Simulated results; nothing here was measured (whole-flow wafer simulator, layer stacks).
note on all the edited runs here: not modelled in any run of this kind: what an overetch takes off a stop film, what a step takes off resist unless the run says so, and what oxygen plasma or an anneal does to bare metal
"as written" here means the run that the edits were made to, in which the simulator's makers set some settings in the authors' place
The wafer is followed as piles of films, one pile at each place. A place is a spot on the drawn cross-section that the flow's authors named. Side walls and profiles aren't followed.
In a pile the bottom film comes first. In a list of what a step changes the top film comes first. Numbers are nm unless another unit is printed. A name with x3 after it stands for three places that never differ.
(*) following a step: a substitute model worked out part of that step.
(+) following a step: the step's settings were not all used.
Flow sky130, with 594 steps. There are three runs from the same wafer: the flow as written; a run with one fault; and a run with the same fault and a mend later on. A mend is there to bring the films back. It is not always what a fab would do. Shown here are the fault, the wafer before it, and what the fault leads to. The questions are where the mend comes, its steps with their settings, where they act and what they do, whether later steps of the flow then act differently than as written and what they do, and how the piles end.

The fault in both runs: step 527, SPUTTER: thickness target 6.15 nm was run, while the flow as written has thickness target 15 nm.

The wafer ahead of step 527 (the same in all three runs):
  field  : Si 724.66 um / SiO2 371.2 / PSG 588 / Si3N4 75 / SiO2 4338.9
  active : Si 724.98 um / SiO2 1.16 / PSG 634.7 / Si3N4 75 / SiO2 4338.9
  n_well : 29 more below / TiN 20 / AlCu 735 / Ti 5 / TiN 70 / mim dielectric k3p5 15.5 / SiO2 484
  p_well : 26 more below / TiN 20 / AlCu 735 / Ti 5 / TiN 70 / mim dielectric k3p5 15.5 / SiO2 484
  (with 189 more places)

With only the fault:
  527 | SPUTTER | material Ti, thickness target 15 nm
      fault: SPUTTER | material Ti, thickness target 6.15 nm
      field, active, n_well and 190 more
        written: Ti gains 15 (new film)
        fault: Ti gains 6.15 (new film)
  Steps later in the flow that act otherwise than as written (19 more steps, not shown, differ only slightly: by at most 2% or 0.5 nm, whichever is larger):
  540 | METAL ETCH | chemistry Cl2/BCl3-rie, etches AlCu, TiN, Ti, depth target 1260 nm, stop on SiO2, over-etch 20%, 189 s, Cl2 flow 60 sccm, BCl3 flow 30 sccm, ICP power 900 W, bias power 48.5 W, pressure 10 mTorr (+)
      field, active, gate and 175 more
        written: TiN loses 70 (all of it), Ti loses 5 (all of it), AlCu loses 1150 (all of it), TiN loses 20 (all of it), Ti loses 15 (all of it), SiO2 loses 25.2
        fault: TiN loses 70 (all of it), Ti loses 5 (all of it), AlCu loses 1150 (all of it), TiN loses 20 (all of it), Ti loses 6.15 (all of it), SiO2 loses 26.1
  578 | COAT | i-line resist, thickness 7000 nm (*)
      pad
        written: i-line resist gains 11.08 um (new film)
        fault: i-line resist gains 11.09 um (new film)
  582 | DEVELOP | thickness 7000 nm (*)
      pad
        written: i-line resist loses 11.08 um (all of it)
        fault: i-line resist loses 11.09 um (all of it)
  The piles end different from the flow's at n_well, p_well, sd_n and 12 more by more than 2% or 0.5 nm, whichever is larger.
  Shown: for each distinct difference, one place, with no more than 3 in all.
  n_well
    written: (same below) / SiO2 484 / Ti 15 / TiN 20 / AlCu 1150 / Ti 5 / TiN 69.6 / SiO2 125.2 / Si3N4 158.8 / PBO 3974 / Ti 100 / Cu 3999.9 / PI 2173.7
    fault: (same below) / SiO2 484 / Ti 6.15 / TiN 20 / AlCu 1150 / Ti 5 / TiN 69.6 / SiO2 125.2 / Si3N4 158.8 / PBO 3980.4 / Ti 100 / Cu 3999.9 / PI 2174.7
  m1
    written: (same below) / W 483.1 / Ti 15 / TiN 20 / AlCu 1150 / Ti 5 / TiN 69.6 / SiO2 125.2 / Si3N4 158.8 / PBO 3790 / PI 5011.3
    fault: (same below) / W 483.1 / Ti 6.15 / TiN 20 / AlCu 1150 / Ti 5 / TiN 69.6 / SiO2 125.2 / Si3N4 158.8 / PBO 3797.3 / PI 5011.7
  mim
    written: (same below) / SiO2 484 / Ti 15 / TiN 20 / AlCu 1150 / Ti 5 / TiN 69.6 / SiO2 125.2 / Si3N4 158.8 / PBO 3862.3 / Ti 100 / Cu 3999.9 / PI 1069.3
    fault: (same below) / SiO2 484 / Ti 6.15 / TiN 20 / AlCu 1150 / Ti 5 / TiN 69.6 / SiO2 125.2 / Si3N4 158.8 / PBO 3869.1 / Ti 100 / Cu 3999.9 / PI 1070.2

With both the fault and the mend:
  The mend stands after step 527.
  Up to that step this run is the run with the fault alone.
  527a | SPUTTER | material Ti, thickness target 8.85 nm (the flow's step 527, run once more with other settings)
      field, active, n_well and 190 more
        Ti gains 8.85
  Later steps of the flow that are run all act as written at every place that is followed.
  By the end, the piles equal the flow's at every place that both follow.
